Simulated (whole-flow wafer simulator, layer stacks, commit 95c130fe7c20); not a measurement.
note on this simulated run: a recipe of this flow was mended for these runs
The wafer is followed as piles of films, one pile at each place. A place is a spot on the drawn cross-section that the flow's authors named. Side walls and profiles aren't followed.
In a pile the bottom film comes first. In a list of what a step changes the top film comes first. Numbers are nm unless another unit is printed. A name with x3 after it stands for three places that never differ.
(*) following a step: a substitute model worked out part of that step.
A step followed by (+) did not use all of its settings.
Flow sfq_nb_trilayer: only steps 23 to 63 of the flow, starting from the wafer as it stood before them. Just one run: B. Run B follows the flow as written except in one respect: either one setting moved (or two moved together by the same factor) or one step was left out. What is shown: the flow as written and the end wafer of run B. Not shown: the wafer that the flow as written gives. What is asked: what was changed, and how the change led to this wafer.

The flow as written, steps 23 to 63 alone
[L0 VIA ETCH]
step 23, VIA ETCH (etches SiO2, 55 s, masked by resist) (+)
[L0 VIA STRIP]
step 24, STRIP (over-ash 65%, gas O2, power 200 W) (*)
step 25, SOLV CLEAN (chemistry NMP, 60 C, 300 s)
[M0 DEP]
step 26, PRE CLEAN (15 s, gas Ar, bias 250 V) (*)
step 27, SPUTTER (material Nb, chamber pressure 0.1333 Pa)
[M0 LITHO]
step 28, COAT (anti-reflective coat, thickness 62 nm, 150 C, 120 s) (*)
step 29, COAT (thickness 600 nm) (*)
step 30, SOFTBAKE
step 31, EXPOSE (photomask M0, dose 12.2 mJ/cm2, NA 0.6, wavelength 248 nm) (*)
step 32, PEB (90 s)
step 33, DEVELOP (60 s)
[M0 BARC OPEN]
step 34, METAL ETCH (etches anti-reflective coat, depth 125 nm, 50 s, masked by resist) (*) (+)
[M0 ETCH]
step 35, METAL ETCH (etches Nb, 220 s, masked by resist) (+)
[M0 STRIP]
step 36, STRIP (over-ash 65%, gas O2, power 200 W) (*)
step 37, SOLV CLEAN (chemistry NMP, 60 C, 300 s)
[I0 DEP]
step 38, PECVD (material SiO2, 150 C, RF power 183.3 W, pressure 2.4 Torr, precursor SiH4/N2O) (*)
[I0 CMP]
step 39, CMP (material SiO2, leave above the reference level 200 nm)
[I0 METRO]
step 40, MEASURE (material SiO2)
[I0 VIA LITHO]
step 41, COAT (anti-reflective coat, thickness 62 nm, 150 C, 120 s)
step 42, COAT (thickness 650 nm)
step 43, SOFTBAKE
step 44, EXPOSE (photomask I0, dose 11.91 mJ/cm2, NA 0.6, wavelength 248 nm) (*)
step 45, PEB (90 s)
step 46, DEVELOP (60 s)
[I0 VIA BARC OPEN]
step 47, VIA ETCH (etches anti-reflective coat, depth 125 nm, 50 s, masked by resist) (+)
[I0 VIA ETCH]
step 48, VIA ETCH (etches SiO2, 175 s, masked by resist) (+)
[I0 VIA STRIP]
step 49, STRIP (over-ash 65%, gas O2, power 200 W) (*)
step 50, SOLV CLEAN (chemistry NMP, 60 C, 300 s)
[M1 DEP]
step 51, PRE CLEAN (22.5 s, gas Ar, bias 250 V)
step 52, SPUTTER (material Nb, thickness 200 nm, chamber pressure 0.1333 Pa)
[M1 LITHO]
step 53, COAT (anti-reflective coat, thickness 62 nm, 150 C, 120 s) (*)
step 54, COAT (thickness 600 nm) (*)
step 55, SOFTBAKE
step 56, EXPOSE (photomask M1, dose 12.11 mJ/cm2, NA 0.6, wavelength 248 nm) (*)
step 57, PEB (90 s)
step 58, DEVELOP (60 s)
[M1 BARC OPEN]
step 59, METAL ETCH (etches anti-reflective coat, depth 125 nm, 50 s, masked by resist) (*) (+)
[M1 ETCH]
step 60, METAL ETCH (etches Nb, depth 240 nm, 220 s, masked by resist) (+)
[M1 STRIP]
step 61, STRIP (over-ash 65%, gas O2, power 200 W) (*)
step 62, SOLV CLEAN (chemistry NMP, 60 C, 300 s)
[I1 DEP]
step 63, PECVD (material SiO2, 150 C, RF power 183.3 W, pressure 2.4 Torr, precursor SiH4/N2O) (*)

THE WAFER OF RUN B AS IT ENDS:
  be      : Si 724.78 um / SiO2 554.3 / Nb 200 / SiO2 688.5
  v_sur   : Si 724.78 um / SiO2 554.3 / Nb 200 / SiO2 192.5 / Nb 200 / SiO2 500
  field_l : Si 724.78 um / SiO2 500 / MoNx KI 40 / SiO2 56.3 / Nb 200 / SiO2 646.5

Cause: step 26, PRE CLEAN: 11.1 s was run, whereas the flow has 15 s.

How this came from the change, step by step:
  step 26, PRE CLEAN (15 s, gas Ar, bias 250 V) (*)
      field_l, v_sur, via_wl and 102 more: SiO2 loses 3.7 (it would be, as written: SiO2 loses 5)
      l0v: MoNx KI loses 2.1 (it would be, as written: MoNx KI loses 2.91)
